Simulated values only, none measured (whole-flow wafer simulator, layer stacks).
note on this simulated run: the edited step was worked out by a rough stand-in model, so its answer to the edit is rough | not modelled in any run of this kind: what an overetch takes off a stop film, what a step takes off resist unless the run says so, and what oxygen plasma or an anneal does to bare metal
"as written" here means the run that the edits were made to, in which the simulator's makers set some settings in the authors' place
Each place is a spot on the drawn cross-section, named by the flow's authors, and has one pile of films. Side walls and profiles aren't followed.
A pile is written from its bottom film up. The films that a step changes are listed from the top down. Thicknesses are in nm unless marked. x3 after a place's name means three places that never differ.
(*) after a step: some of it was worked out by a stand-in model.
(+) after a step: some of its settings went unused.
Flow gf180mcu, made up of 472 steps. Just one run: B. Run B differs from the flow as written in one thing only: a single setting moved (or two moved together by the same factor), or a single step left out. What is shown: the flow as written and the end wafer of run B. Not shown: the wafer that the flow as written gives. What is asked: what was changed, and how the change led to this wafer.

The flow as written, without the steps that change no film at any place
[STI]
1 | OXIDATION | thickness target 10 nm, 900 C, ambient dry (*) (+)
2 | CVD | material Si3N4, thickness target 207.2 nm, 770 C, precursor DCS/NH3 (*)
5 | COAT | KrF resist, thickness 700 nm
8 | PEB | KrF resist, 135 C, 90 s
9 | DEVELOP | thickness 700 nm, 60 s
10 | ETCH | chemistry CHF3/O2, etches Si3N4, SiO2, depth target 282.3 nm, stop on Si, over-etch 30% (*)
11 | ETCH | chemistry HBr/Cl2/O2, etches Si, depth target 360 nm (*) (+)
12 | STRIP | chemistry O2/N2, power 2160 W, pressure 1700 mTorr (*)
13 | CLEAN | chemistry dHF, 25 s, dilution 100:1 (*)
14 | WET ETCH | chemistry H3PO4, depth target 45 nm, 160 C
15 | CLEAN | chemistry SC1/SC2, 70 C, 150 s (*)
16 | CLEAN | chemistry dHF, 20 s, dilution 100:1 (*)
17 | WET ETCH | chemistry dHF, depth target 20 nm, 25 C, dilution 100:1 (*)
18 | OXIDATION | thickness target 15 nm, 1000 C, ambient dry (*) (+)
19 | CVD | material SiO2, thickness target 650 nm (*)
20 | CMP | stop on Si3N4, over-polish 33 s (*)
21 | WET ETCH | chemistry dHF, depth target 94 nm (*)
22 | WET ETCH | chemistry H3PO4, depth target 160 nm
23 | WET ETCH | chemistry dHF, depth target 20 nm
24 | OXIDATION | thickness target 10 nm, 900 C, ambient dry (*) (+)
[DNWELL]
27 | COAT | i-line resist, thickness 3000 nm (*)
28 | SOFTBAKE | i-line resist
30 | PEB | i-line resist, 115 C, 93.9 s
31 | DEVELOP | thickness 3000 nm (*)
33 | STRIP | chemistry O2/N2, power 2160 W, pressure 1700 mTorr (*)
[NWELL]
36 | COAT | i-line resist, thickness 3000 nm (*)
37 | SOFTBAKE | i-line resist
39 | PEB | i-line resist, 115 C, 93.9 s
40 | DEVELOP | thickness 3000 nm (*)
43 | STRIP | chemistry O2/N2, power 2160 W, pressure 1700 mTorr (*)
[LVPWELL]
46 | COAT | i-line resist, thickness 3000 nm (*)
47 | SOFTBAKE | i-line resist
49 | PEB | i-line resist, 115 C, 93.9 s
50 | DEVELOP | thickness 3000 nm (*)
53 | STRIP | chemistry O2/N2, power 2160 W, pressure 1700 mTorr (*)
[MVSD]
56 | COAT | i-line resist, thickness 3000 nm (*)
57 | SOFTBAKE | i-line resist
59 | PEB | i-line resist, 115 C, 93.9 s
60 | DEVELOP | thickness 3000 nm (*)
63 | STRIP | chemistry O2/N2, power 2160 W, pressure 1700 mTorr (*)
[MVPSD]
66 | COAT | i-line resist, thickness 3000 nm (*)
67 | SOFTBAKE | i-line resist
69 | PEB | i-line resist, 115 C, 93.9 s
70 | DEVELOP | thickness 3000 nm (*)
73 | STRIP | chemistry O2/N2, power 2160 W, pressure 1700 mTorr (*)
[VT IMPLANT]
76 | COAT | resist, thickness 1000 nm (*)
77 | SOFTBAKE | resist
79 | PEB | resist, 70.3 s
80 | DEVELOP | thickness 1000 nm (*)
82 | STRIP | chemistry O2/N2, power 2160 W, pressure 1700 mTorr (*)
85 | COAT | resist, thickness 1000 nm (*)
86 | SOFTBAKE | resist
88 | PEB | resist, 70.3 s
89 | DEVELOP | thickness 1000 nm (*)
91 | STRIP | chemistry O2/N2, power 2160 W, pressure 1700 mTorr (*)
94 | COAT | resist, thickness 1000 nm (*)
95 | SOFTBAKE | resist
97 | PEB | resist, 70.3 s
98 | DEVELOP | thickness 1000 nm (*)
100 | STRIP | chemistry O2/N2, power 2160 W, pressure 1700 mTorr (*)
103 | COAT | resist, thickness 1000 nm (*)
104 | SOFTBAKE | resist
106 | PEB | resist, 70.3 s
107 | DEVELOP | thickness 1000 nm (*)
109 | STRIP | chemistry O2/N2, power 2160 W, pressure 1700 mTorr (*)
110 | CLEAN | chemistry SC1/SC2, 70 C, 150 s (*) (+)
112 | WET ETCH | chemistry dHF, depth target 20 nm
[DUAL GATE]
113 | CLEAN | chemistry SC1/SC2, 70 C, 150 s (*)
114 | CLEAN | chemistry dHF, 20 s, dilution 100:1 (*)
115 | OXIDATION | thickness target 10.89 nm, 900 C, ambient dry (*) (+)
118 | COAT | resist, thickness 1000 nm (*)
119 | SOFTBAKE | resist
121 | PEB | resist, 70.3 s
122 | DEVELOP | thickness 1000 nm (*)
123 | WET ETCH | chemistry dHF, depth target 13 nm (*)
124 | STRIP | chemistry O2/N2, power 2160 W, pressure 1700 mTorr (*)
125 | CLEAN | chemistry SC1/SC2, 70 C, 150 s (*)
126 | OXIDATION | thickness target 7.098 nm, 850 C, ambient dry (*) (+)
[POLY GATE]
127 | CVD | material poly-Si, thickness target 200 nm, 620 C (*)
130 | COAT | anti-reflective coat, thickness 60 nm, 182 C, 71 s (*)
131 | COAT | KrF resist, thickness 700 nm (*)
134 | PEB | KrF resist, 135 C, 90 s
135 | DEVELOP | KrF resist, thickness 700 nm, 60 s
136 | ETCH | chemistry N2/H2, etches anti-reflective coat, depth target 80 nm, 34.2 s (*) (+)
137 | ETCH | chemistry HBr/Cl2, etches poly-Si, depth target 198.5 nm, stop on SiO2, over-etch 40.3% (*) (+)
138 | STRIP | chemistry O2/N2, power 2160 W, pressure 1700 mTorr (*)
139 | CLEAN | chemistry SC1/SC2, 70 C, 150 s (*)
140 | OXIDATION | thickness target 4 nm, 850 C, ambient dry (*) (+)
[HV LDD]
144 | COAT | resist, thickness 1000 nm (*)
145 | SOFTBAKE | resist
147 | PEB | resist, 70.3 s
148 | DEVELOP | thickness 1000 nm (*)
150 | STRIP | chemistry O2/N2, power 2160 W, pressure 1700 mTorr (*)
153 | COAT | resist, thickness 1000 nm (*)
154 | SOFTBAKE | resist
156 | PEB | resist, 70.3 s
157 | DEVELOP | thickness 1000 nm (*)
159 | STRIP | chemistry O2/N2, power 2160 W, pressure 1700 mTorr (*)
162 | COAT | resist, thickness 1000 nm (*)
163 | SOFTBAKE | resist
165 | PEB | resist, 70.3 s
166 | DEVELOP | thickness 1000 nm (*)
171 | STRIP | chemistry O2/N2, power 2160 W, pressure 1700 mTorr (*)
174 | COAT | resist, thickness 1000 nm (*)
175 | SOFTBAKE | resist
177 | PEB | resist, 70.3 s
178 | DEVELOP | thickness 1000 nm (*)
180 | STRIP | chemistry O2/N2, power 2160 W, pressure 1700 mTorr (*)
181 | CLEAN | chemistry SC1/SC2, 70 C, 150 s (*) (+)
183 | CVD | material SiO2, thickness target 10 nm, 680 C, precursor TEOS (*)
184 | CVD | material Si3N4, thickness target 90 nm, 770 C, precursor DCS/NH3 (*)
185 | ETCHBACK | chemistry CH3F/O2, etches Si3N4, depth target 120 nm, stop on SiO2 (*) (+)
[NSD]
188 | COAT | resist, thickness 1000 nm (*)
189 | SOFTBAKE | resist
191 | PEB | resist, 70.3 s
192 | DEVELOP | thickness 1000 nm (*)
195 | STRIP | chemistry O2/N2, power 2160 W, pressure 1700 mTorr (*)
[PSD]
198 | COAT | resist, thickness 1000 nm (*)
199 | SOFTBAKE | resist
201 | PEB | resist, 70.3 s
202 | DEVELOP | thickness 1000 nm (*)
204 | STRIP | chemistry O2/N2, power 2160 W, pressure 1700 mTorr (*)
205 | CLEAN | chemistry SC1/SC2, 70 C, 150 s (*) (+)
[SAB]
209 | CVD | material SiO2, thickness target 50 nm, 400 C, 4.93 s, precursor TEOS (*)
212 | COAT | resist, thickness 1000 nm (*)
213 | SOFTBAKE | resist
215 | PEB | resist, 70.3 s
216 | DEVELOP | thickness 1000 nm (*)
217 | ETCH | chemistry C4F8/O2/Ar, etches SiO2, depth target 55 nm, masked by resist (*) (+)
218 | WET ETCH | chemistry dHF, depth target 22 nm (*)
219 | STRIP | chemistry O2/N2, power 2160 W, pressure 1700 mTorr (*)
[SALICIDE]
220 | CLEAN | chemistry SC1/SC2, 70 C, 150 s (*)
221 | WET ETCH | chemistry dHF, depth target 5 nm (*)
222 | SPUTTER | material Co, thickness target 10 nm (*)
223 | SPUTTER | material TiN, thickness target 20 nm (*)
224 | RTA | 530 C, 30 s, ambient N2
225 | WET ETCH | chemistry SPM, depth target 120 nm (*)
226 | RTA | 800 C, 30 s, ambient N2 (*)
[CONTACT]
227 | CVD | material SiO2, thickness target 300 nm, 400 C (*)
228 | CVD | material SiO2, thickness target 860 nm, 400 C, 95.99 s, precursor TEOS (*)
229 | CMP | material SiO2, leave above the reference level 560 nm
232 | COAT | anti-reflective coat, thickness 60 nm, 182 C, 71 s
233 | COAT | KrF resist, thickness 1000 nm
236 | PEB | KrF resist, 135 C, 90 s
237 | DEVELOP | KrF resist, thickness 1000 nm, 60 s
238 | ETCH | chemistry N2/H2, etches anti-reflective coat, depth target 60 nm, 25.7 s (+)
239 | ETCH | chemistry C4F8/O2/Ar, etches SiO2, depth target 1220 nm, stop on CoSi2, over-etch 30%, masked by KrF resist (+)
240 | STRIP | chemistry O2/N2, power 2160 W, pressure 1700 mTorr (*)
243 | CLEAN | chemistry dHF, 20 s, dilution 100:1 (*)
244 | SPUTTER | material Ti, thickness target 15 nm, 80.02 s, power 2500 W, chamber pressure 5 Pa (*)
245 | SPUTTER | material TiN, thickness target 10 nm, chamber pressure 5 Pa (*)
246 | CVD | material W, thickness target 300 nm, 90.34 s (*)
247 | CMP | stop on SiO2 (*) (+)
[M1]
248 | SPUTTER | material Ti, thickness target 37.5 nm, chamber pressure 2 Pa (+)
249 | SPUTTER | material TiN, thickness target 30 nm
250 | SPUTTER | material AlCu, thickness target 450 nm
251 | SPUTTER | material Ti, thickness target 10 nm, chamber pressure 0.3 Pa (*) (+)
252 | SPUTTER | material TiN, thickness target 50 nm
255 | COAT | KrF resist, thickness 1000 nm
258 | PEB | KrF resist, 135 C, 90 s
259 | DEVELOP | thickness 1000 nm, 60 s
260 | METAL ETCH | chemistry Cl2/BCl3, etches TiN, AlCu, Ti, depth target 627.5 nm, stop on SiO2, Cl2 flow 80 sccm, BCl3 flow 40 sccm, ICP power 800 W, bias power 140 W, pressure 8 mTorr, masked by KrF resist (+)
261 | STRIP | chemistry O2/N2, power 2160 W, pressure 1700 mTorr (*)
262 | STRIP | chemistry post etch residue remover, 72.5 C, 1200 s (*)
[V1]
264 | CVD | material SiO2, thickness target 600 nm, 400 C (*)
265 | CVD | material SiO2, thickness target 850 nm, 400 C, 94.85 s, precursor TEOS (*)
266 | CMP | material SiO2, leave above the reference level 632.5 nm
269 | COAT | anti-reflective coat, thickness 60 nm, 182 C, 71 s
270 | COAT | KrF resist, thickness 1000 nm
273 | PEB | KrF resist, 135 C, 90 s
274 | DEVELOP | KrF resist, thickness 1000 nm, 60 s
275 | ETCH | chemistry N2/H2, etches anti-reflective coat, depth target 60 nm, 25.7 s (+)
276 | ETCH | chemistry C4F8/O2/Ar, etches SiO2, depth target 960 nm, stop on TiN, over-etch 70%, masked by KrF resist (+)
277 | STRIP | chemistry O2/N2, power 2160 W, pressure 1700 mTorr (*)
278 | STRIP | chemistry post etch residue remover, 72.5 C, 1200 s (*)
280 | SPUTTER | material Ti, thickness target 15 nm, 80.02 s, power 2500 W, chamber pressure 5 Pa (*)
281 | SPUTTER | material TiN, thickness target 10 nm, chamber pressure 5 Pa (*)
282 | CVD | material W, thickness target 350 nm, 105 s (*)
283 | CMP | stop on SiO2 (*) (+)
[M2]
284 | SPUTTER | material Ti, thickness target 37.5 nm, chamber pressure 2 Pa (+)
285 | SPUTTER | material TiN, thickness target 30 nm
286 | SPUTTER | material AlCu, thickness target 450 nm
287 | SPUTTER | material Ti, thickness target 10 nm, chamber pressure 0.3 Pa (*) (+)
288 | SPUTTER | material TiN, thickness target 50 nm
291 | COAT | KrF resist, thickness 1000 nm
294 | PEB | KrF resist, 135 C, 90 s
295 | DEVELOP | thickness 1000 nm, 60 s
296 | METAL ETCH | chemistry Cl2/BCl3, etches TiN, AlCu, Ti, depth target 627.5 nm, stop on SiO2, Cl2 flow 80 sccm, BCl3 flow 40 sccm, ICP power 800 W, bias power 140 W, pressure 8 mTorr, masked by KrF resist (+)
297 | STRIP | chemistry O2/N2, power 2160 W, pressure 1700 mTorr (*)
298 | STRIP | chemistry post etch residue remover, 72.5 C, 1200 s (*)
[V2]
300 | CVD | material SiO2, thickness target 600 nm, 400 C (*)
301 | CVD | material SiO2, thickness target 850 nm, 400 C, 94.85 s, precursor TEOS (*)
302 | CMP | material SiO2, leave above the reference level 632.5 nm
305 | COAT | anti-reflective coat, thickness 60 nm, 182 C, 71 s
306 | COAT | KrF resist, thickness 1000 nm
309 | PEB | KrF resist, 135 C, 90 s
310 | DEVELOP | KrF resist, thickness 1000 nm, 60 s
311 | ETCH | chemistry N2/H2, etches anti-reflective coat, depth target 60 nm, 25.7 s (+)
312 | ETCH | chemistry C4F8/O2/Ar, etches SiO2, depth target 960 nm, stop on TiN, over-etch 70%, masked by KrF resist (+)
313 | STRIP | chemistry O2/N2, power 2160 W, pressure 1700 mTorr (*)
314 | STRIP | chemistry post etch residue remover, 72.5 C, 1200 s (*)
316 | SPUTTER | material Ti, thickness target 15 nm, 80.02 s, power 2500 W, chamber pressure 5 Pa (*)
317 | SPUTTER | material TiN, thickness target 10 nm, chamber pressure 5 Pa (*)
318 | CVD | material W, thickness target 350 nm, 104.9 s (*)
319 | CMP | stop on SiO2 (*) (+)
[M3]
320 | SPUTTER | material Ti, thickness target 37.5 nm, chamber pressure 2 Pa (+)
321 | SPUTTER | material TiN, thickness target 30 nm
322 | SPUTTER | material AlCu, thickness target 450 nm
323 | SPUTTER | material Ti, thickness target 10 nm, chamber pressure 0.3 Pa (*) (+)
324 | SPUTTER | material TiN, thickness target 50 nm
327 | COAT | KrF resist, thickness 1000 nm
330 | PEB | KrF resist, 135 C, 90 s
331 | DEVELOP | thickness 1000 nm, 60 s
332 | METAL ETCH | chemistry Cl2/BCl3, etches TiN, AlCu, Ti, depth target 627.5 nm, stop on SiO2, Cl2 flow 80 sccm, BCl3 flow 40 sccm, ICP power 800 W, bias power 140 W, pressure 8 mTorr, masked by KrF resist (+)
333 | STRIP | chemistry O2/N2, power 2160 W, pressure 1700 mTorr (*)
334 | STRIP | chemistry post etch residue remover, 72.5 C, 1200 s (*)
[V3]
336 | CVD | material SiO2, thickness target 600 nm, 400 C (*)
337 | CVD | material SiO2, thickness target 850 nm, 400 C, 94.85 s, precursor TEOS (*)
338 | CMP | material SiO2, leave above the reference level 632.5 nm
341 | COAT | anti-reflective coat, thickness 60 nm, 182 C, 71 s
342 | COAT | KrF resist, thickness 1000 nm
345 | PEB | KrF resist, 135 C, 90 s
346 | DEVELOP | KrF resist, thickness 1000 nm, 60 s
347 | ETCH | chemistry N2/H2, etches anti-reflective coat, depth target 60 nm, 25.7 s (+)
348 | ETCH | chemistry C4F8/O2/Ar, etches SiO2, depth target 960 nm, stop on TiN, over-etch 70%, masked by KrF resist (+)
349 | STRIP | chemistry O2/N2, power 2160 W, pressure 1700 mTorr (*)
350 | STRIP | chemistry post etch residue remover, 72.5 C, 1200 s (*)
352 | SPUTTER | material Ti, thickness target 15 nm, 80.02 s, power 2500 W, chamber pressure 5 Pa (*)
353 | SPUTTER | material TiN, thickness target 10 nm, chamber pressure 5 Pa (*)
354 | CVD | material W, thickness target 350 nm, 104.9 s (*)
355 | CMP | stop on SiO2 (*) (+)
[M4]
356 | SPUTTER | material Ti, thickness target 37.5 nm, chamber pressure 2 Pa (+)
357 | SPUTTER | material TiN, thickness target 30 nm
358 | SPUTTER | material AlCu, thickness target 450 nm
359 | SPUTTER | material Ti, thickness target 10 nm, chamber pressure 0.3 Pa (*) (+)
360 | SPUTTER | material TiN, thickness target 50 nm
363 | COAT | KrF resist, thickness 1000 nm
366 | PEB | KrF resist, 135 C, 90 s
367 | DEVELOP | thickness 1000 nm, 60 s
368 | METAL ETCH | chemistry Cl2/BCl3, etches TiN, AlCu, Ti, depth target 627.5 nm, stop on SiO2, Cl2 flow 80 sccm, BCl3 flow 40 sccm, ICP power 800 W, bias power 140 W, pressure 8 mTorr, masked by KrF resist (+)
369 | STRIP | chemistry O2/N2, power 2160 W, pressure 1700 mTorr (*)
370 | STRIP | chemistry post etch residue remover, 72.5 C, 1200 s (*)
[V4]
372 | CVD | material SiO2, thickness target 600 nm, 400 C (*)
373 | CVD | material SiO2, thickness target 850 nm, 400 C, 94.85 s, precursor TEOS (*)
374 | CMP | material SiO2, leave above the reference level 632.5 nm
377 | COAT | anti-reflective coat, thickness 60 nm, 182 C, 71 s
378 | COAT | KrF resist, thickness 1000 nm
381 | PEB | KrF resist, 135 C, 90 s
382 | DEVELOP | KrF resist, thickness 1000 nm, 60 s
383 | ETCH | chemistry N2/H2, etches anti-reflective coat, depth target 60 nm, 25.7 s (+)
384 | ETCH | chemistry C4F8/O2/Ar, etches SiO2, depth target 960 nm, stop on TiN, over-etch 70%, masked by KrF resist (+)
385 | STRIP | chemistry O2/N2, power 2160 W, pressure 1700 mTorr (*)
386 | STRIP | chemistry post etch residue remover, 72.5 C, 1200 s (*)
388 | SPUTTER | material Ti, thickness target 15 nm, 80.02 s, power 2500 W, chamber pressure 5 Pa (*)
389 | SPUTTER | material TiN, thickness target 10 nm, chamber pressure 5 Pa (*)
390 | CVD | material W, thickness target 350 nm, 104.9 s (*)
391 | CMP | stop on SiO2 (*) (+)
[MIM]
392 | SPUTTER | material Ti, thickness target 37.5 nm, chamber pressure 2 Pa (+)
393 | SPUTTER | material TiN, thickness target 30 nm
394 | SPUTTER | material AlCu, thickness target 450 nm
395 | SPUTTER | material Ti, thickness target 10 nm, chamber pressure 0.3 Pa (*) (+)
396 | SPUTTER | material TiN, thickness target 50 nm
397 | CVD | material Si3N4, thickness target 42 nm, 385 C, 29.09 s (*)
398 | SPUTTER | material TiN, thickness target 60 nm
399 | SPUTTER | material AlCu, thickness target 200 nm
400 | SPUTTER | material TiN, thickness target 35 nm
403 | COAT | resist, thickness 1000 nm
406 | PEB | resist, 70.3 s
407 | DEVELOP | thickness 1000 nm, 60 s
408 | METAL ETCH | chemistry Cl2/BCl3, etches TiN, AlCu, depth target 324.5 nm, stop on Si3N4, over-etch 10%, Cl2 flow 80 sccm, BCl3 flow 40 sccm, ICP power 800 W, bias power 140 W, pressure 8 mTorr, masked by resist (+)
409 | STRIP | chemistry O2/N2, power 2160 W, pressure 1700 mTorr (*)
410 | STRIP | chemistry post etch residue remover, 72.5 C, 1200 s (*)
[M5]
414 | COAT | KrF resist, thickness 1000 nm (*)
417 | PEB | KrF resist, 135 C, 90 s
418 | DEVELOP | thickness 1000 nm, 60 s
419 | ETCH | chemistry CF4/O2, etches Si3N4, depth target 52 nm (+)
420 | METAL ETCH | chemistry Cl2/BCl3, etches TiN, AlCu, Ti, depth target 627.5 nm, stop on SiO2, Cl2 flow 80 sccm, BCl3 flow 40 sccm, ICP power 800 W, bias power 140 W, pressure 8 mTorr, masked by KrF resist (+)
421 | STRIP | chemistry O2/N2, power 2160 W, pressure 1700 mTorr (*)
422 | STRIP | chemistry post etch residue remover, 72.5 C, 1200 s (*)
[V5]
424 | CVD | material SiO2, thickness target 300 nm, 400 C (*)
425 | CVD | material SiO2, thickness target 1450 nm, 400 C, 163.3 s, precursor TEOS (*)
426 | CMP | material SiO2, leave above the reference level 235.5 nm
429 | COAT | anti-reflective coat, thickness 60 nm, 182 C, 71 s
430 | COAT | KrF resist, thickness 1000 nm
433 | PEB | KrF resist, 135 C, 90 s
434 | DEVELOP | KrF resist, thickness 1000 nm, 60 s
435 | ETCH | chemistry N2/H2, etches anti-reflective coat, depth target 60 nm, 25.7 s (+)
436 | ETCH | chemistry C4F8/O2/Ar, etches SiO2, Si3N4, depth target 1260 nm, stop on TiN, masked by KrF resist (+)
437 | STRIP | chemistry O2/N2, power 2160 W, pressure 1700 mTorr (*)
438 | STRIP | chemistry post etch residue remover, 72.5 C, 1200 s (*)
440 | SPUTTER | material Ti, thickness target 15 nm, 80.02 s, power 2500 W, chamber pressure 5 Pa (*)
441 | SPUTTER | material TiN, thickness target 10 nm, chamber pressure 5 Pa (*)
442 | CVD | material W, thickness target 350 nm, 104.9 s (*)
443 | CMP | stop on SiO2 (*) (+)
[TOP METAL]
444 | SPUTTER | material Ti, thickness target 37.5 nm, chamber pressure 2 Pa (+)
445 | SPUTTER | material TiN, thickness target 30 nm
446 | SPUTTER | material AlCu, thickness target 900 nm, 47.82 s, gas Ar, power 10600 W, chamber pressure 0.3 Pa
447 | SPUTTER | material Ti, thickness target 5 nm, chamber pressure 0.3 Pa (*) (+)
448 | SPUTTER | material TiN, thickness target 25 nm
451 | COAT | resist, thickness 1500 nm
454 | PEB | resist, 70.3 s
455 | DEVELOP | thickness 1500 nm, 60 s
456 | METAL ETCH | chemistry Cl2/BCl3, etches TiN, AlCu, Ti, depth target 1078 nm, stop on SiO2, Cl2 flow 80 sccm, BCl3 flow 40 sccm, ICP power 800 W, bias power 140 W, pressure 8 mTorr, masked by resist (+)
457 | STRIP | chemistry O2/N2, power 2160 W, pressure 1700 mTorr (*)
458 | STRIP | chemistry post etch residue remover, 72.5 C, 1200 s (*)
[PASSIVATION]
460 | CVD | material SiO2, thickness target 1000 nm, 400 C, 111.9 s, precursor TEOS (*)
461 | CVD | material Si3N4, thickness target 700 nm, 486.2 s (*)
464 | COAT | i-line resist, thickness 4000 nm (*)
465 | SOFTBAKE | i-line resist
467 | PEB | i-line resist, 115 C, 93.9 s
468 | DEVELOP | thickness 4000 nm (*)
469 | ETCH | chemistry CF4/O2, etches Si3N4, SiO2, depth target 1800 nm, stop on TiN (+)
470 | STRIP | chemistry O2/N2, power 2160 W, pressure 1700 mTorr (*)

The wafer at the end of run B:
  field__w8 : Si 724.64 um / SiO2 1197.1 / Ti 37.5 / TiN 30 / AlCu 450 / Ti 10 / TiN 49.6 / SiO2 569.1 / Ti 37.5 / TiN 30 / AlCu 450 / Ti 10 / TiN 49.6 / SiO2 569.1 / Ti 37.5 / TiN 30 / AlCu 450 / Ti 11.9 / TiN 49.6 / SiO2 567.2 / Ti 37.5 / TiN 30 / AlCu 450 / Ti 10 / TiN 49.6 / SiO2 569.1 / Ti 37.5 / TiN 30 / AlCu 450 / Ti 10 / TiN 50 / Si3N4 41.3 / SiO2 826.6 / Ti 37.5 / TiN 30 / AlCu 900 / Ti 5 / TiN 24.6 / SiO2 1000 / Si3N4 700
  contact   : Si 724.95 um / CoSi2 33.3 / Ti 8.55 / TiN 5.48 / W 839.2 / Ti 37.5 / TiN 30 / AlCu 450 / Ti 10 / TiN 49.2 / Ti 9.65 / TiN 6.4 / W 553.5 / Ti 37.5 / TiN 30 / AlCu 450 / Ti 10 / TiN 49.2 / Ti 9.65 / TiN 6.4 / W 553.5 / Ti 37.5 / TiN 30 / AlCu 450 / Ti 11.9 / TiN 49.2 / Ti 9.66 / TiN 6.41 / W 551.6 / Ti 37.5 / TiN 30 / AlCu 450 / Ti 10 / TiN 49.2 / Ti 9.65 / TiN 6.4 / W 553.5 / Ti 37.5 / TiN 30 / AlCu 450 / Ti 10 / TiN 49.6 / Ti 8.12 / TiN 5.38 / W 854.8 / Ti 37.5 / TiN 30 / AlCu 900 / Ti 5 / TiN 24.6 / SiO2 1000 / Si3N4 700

What caused this: step 323, SPUTTER: thickness target 11.9 nm was run, though the flow has thickness target 10 nm.
The wafer itself shows it: field__w8 has Ti 11.9, and step 323 as written asks for 10 nm.

Step by step, how the change led to this:
  323 | SPUTTER | material Ti, thickness target 10 nm, chamber pressure 0.3 Pa (*) (+)
      field, field__w1, field__w2 and 108 more: Ti gains 11.9 (new film) (in the flow as written it would be: Ti gains 10 (new film))
  332 | METAL ETCH | chemistry Cl2/BCl3, etches TiN, AlCu, Ti, depth target 627.5 nm, stop on SiO2, Cl2 flow 80 sccm, BCl3 flow 40 sccm, ICP power 800 W, bias power 140 W, pressure 8 mTorr, masked by KrF resist (+)
      field, field__w1, field__w2 and 103 more: TiN loses 50 (all of it), Ti loses 11.9 (all of it), AlCu loses 450 (all of it), TiN loses 30 (all of it), Ti loses 37.5 (all of it) (in the flow as written it would be: TiN loses 50 (all of it), Ti loses 10 (all of it), AlCu loses 450 (all of it), TiN loses 30 (all of it), Ti loses 37.5 (all of it))
